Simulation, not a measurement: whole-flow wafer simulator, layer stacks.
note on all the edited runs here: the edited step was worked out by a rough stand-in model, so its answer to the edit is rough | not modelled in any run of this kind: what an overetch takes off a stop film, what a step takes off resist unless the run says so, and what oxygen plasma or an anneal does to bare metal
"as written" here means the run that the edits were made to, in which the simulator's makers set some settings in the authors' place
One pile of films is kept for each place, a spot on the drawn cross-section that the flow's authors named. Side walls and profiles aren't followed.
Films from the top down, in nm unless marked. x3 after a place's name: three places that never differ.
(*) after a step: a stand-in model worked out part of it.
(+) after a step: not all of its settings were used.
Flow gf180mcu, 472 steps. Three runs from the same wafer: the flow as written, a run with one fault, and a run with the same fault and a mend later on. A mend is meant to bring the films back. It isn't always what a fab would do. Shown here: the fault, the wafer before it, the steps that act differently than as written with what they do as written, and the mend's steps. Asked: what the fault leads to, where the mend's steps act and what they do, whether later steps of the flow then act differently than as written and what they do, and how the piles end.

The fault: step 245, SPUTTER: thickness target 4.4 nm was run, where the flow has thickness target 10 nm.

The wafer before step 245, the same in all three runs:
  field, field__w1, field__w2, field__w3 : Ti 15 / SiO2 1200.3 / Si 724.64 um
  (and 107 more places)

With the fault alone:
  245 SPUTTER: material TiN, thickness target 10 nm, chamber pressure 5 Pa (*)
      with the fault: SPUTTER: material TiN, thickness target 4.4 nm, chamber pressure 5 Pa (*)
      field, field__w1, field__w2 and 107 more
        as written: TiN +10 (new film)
        with the fault: TiN +4.4 (new film)
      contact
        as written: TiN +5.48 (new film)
        with the fault: TiN +2.42 (new film)
  Later steps of the flow that act differently than as written (1 more step differs only slightly, by at most 2% or 0.5 nm, whichever is larger, and isn't shown):
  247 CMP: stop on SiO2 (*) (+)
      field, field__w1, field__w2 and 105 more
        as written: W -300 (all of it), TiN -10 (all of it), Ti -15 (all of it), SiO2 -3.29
        with the fault: W -300 (all of it), TiN -4.4 (all of it), Ti -15 (all of it), SiO2 -3.23
  At the end the piles differ from the flow's by more than 2% or 0.5 nm, whichever is larger, at contact, polyc_n, polyc_p.
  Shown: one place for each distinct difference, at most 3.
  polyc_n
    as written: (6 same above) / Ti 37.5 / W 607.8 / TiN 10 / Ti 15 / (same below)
    with the fault: (6 same above) / Ti 37.5 / W 613.4 / TiN 4.4 / Ti 15 / (same below)
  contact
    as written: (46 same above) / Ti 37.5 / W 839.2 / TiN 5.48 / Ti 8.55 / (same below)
    with the fault: (46 same above) / Ti 37.5 / W 842.3 / TiN 2.42 / Ti 8.55 / (same below)

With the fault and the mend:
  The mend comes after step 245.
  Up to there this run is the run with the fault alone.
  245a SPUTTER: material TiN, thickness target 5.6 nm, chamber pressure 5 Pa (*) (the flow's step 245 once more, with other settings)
      field, field__w1, field__w2 and 107 more
        TiN +5.6
      contact
        TiN +3.07
  No later step of the flow acts differently than as written at any place that is followed.
  At the end the piles are the same as the flow's at every place that both follow.
